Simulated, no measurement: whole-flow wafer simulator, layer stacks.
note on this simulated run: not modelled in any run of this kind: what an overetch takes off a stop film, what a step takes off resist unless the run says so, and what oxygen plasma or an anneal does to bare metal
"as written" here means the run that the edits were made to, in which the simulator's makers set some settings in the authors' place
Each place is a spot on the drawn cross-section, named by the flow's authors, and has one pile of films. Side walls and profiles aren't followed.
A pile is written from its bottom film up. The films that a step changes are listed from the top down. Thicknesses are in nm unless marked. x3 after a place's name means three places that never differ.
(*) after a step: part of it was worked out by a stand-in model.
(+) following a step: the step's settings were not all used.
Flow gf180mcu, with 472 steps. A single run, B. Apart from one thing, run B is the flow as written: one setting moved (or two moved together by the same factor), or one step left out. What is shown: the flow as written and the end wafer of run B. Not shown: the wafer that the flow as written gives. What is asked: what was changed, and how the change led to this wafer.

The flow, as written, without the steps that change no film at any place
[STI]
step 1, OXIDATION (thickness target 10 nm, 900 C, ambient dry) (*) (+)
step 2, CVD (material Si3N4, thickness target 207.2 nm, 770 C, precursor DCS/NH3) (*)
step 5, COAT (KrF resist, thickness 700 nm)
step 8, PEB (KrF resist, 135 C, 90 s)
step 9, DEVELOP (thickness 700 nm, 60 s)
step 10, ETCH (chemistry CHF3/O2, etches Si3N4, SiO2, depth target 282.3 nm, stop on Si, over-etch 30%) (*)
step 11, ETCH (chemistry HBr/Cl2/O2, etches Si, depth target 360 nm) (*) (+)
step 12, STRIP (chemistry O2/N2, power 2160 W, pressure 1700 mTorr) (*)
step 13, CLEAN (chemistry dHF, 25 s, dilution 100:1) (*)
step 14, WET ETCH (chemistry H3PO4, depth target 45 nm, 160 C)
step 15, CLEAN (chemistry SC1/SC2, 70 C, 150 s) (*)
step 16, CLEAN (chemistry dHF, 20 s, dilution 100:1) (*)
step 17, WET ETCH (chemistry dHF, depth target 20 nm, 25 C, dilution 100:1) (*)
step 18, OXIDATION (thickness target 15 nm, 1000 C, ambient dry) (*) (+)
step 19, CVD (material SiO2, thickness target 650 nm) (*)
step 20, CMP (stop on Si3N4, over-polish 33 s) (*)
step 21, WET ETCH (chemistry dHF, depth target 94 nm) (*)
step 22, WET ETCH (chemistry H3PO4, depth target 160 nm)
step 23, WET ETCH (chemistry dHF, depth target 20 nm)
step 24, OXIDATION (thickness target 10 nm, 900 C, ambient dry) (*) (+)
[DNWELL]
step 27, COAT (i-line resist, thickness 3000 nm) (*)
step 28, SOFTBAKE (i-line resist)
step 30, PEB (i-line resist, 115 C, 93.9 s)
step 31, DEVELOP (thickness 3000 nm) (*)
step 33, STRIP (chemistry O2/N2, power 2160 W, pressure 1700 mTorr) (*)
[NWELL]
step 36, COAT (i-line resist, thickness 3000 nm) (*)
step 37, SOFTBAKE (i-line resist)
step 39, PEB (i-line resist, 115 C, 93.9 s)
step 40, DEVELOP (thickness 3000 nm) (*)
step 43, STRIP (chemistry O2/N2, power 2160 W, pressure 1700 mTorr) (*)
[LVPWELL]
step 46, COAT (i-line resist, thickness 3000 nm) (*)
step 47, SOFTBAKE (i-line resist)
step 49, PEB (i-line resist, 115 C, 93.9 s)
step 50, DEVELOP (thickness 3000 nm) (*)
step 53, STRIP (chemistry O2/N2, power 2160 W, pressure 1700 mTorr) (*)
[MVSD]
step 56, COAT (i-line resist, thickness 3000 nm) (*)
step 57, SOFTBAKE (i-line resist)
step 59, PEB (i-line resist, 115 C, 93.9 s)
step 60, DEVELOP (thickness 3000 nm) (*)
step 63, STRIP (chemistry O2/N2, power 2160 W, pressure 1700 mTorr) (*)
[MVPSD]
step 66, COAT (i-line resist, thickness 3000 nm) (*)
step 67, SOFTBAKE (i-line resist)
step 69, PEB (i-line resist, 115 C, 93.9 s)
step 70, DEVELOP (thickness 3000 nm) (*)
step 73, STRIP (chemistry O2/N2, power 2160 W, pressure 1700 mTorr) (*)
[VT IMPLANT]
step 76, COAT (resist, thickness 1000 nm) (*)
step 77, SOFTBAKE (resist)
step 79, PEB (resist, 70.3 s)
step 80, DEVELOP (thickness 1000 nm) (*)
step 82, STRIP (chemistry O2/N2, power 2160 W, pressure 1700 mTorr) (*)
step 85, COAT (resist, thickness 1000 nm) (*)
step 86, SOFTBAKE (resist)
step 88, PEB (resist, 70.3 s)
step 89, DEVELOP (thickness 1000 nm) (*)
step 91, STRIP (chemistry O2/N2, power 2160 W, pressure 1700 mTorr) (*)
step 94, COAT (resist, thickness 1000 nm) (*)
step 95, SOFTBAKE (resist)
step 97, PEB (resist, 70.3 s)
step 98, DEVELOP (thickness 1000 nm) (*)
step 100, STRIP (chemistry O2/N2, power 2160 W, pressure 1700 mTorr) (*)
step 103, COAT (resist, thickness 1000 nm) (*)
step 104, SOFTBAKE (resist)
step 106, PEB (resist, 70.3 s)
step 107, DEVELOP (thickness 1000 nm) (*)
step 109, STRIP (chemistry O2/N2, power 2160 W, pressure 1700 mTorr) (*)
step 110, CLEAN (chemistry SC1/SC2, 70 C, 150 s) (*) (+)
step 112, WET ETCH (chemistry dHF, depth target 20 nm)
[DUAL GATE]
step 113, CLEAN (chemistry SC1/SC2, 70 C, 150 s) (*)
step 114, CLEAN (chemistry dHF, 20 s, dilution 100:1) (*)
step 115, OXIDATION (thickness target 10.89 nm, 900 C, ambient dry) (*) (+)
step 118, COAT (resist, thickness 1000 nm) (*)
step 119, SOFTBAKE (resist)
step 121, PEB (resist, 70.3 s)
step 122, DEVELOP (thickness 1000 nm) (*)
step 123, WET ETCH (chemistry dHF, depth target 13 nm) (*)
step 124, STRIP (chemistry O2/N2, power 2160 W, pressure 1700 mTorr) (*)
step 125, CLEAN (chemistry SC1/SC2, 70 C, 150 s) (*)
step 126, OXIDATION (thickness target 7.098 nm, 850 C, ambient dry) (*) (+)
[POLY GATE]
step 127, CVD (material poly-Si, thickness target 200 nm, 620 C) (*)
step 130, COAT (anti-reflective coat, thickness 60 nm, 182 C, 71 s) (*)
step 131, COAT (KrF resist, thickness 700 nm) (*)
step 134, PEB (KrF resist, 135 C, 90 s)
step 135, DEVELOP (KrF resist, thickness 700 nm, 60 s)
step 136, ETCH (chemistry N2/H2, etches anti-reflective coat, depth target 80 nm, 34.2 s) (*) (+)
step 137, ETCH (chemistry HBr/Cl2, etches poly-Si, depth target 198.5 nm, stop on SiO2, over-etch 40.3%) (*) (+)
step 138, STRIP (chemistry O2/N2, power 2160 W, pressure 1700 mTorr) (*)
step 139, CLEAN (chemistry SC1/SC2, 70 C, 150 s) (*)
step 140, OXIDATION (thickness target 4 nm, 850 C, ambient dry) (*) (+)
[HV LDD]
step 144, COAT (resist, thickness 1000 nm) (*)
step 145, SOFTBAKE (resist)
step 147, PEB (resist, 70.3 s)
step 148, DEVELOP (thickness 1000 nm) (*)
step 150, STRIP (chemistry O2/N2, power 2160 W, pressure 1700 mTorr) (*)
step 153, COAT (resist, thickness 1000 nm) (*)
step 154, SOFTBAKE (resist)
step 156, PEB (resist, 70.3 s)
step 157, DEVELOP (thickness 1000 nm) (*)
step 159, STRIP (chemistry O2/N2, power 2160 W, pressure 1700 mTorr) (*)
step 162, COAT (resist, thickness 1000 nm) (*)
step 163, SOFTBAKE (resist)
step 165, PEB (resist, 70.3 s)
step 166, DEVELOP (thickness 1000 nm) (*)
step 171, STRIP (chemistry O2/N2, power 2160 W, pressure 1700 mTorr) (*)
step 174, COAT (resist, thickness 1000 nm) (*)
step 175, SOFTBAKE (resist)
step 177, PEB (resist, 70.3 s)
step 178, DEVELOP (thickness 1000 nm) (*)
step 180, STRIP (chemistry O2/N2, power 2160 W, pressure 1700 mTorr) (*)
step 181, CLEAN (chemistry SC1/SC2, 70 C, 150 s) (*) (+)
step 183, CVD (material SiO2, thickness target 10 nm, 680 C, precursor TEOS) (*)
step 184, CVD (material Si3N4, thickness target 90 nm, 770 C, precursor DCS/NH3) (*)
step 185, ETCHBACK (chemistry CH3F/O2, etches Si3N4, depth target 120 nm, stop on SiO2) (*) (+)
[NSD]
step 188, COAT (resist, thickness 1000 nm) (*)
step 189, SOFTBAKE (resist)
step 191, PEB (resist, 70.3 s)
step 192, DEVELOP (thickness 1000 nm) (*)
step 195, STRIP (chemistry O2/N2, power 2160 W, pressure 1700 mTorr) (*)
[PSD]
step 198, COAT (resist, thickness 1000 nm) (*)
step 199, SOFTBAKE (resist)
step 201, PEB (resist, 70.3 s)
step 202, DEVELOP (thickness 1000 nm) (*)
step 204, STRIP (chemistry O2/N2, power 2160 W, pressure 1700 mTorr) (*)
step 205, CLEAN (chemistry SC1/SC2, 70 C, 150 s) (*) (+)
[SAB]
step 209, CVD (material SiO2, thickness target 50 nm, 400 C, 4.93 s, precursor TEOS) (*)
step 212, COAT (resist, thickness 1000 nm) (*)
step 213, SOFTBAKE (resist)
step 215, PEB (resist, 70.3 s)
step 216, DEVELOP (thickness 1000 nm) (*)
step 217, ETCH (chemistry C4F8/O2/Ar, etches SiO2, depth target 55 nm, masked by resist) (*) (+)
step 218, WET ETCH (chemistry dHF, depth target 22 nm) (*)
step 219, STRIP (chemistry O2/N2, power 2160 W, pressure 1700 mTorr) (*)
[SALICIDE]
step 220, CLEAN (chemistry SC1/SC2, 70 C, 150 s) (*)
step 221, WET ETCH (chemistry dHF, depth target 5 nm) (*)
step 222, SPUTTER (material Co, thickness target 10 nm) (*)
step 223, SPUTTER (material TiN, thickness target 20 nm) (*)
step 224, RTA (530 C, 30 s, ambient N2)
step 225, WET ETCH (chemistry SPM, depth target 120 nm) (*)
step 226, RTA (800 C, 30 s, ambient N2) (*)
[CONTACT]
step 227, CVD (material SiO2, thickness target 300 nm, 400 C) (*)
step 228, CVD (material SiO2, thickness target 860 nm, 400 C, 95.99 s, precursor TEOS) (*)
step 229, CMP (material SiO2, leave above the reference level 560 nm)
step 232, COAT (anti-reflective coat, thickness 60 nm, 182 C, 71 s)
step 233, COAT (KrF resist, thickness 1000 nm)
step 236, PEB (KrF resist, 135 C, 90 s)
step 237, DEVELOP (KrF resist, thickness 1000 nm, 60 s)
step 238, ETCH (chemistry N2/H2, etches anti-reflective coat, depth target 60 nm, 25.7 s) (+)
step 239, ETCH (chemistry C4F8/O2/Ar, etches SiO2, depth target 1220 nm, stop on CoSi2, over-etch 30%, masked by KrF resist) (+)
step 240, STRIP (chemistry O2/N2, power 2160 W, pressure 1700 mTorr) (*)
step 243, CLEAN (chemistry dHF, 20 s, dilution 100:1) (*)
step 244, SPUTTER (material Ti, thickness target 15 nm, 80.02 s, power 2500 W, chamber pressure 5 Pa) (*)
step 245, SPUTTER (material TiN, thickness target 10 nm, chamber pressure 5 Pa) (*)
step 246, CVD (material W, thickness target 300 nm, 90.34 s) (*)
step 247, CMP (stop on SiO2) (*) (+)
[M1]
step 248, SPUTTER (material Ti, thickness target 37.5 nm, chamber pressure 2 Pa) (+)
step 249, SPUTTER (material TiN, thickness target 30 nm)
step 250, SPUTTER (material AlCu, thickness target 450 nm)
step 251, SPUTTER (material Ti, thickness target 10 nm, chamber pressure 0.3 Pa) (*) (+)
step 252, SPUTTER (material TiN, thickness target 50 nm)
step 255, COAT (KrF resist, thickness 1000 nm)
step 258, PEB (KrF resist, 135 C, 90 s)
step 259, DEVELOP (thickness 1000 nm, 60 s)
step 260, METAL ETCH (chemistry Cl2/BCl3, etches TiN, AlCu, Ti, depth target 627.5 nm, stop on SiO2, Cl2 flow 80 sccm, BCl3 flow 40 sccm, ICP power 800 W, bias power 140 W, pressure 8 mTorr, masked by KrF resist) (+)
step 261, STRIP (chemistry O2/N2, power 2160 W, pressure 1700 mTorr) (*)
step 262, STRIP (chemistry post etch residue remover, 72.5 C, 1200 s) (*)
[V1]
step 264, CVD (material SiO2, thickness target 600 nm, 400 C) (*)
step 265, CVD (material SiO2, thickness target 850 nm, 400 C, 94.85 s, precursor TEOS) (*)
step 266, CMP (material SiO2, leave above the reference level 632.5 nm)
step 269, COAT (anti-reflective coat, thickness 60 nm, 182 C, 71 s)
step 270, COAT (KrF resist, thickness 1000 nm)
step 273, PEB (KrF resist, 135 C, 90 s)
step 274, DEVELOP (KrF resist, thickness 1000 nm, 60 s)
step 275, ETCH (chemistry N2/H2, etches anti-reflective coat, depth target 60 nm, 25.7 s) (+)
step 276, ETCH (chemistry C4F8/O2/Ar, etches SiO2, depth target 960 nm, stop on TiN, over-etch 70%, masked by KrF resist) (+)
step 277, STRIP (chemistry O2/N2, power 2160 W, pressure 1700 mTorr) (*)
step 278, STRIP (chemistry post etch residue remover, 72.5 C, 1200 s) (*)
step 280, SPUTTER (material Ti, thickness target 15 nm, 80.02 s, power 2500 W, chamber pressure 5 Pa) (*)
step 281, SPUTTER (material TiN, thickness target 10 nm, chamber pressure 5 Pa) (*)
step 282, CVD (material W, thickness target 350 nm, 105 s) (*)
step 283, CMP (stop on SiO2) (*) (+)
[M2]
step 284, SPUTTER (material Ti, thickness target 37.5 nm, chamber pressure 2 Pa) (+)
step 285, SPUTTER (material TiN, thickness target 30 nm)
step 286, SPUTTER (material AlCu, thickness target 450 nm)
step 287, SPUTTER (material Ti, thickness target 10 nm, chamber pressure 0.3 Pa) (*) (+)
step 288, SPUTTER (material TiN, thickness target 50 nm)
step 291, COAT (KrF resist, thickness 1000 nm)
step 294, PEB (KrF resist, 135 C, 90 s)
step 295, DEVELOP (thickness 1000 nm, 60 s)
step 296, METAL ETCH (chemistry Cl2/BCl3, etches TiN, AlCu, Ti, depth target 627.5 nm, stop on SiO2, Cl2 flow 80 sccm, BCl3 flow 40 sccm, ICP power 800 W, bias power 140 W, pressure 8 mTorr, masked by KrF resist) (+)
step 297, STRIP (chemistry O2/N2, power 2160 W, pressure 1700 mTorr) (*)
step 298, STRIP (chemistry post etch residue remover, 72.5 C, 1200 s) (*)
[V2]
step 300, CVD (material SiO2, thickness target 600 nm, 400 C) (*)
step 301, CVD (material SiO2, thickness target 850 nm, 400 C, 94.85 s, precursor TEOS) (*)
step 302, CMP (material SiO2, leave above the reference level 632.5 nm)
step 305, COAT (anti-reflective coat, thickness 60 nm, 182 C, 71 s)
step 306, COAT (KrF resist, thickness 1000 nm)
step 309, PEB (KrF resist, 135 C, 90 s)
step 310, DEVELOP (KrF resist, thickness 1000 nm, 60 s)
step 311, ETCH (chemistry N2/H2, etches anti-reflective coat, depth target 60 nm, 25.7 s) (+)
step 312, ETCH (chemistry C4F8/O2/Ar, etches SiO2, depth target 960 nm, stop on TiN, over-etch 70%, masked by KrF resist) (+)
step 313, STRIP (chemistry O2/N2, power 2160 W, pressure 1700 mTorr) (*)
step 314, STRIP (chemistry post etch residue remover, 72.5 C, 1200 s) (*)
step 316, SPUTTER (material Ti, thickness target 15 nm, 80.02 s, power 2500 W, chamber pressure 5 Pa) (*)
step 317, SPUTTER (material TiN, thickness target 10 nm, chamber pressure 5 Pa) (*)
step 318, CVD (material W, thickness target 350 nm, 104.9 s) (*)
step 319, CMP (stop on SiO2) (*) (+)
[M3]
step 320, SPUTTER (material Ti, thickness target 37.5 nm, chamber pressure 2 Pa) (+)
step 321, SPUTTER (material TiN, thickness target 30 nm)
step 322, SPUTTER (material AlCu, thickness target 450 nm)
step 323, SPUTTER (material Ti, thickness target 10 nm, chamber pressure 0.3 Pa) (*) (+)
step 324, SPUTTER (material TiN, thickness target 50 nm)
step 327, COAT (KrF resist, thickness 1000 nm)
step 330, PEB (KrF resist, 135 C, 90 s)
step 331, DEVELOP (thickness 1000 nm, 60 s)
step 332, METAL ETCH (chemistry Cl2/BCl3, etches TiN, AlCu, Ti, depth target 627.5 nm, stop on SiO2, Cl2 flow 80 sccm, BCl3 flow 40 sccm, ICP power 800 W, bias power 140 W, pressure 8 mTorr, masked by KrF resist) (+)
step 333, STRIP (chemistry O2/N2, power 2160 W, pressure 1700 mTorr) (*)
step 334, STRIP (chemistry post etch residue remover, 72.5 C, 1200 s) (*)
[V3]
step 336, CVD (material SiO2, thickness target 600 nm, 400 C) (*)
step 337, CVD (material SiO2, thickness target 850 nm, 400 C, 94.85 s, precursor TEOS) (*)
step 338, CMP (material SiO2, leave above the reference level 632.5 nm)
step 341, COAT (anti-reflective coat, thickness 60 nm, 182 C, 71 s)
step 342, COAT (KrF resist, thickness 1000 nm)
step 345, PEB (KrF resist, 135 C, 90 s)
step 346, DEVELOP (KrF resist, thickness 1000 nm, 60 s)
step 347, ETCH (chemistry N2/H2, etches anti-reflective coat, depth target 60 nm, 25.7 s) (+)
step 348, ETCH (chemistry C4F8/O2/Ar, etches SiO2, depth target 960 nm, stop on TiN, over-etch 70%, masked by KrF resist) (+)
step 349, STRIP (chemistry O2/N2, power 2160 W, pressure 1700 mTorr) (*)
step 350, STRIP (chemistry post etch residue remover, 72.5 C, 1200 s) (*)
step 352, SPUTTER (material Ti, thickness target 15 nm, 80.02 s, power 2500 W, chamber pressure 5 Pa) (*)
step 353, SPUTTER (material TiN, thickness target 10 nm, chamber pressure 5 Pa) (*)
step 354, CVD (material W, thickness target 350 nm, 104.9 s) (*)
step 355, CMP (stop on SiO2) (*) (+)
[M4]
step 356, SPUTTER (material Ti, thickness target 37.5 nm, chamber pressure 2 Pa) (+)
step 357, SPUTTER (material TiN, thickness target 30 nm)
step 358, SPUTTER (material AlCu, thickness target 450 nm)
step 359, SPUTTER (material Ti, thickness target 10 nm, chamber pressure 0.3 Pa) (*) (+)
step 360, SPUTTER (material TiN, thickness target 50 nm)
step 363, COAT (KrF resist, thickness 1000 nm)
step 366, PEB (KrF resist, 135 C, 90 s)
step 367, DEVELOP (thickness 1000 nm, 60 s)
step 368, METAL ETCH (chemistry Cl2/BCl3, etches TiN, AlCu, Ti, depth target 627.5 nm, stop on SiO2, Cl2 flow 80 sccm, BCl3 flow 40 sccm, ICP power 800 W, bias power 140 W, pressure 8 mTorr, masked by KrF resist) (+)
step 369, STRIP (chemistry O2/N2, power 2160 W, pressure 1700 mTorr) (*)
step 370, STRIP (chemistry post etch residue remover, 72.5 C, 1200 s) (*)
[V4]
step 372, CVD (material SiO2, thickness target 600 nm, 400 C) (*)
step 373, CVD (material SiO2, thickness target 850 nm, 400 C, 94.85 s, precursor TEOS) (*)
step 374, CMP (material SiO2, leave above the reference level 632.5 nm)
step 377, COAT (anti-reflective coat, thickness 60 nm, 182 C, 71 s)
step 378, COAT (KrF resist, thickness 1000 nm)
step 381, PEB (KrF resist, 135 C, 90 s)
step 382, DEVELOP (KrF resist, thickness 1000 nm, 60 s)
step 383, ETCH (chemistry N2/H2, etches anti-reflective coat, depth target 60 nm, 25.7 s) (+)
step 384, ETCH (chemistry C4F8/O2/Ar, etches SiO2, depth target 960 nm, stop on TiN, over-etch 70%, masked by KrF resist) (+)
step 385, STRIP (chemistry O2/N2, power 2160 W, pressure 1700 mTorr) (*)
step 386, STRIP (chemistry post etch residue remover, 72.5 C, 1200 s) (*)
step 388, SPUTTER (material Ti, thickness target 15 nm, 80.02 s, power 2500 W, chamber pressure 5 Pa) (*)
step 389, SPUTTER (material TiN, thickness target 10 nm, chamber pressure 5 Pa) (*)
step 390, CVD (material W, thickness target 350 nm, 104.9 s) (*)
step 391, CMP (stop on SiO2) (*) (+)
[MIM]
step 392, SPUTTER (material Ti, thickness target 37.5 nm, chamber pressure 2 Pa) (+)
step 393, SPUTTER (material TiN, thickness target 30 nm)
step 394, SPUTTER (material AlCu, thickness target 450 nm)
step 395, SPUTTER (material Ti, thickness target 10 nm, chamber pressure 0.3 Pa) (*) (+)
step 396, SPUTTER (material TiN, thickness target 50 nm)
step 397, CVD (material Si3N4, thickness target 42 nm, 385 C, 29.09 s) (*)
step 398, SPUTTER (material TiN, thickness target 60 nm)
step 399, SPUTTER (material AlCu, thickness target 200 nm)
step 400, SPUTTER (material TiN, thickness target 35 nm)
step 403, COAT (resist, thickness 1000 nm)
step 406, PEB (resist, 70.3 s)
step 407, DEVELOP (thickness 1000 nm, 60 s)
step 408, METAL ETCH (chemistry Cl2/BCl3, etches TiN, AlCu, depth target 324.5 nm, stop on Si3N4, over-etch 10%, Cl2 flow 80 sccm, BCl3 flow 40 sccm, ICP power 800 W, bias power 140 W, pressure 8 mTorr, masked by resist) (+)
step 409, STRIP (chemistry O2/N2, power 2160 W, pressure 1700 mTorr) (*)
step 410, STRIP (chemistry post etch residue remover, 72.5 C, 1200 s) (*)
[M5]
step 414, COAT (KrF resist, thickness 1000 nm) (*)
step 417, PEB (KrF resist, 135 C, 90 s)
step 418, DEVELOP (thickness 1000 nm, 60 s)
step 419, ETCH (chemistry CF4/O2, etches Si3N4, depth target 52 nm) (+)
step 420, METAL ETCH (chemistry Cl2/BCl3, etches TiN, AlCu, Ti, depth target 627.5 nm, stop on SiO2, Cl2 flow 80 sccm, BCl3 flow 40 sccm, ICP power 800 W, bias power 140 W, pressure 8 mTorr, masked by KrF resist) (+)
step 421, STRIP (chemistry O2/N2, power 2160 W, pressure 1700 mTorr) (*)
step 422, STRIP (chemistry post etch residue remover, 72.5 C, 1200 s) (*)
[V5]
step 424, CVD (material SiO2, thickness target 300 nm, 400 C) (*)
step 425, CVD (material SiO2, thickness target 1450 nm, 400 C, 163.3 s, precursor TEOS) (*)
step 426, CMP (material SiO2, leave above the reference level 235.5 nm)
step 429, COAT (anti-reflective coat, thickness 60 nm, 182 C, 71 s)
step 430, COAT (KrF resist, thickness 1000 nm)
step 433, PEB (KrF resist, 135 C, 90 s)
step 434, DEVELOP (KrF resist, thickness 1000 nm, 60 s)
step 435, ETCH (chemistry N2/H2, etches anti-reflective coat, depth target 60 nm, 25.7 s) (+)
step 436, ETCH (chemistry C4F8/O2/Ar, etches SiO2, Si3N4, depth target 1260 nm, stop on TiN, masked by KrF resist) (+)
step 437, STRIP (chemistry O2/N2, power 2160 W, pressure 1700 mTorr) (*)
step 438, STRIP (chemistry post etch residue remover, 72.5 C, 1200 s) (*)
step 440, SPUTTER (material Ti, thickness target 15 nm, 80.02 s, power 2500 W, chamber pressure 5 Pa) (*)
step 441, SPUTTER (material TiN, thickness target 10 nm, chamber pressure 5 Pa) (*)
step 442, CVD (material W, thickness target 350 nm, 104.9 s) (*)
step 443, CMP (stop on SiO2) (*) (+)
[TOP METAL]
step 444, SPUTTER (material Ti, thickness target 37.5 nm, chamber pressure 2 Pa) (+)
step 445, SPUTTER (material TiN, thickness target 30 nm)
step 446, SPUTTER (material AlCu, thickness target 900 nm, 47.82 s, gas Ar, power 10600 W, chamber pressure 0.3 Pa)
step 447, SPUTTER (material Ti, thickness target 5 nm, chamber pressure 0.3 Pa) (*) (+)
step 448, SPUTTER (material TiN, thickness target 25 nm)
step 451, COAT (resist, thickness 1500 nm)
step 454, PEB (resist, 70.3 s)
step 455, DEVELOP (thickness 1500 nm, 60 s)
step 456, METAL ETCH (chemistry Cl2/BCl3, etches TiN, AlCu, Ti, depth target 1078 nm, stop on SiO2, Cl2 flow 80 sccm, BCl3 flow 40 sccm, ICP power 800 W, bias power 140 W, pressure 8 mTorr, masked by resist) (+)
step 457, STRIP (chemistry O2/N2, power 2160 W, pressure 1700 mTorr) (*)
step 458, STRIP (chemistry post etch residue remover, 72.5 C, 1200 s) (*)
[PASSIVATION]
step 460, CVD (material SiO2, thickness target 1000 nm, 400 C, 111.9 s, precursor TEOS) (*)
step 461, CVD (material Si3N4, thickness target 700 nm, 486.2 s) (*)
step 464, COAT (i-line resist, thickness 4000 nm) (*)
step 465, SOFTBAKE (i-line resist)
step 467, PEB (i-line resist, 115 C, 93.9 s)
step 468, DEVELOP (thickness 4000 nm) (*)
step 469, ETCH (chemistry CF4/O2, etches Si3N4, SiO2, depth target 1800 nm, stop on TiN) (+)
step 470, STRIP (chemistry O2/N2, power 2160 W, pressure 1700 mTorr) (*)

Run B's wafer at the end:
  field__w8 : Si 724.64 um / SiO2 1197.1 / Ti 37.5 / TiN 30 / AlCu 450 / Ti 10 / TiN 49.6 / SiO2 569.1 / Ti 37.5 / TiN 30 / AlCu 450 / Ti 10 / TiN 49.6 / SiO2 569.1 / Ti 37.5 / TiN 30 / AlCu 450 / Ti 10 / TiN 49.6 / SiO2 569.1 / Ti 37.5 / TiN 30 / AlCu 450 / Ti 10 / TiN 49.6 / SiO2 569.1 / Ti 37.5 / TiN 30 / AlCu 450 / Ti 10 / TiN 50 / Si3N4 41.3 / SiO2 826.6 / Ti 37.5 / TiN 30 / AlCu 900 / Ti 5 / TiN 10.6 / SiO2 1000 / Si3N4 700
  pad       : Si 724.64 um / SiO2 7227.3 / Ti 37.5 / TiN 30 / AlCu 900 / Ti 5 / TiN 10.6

The reason: step 448, SPUTTER: thickness target 11 nm was run, while the flow as written has thickness target 25 nm.

How this came from the change, step by step:
  step 448, SPUTTER (material TiN, thickness target 25 nm)
      field, field__w1, field__w2 and 109 more: TiN gains 11 (new film) (as written it would have been: TiN gains 25 (new film))
  step 456, METAL ETCH (chemistry Cl2/BCl3, etches TiN, AlCu, Ti, depth target 1078 nm, stop on SiO2, Cl2 flow 80 sccm, BCl3 flow 40 sccm, ICP power 800 W, bias power 140 W, pressure 8 mTorr, masked by resist) (+)
      field, field__w1, field__w2 and 103 more: TiN loses 11 (all of it), Ti loses 5 (all of it), AlCu loses 900 (all of it), TiN loses 30 (all of it), Ti loses 37.5 (all of it) (as written it would have been: TiN loses 25 (all of it), Ti loses 5 (all of it), AlCu loses 900 (all of it), TiN loses 30 (all of it), Ti loses 37.5 (all of it))
  step 465, SOFTBAKE (i-line resist)
      field__w11, field__w13: i-line resist gains 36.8 (as written it would have been: i-line resist gains 37.6)
      ld_acc_p, ld_fp_p: i-line resist gains 33.1 (as written it would have been: i-line resist gains 33.8)
      (and at 33 other places as well)
